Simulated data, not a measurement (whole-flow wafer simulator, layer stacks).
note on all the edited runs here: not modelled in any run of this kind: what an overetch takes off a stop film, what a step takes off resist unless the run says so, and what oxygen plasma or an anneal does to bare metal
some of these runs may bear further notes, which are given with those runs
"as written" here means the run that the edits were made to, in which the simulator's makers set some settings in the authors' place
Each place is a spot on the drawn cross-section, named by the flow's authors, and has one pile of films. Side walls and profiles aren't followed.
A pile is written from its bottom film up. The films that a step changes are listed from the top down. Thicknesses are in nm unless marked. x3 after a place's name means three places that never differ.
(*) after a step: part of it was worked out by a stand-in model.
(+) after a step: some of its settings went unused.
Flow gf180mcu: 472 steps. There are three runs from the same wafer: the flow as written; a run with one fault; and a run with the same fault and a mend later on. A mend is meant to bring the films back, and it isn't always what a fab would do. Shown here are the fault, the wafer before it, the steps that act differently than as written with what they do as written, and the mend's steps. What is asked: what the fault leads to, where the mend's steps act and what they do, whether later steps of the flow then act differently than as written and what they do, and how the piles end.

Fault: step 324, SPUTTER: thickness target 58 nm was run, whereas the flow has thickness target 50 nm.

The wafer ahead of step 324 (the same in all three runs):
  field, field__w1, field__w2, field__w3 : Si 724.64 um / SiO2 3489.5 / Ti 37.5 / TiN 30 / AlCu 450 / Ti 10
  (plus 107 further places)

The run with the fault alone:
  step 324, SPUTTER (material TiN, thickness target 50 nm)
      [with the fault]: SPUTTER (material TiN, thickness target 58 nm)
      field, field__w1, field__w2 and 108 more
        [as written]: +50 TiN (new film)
        [with the fault]: +58 TiN (new film)
  Steps later in the flow that act otherwise than as written (6 other steps are not shown; they differ only slightly, by no more than 2% or 0.5 nm, whichever is larger):
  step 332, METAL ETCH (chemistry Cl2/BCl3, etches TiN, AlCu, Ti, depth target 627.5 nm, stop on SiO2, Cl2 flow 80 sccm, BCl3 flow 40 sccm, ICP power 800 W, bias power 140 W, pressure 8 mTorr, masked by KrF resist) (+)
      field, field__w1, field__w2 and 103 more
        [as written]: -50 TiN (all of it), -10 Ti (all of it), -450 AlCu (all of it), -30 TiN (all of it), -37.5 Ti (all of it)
        [with the fault]: -58 TiN (all of it), -10 Ti (all of it), -450 AlCu (all of it), -30 TiN (all of it), -37.5 Ti (all of it)
  At field__w8, contact, m1, m1__w1, m1_nw, the piles at the end differ from the flow's by more than 2% or 0.5 nm, whichever is larger.
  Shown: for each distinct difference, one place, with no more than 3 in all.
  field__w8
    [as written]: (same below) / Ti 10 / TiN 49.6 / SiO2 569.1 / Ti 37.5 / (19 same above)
    [with the fault]: (same below) / Ti 10 / TiN 57.6 / SiO2 561.1 / Ti 37.5 / (19 same above)
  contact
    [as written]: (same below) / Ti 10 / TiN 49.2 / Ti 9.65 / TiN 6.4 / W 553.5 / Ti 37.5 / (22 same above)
    [with the fault]: (same below) / Ti 10 / TiN 57.2 / Ti 9.7 / TiN 6.43 / W 545.4 / Ti 37.5 / (22 same above)

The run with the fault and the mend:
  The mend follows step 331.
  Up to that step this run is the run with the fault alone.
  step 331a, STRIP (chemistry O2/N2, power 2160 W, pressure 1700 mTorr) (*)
      field__w8, contact, m1, m1__w1, m1_nw
        -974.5 KrF resist (all of it)
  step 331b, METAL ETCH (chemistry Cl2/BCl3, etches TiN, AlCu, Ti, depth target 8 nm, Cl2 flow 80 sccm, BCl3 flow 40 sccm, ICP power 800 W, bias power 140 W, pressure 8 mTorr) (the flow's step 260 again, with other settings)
      field, field__w1, field__w2 and 108 more
        -8 TiN
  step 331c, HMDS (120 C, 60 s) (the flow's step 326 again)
      does not change any film at any place that is followed
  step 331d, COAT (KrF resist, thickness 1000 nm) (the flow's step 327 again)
      field, field__w1, field__w2 and 108 more
        +1000 KrF resist (new film)
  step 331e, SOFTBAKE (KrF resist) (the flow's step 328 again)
      does not change any film at any place that is followed
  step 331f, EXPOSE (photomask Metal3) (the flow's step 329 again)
      does not change any film at any place that is followed
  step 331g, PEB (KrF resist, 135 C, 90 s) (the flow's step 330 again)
      field, field__w1, field__w2 and 108 more
        -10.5 KrF resist
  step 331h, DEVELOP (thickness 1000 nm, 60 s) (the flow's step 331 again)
      field, field__w1, field__w2 and 103 more
        -989.5 KrF resist (all of it)
      field__w8, contact, m1, m1__w1, m1_nw
        -14.9 KrF resist
  Later steps of the flow that are run all act as written at every place that is followed.
  At every place that both follow, the piles at the end match the flow's.
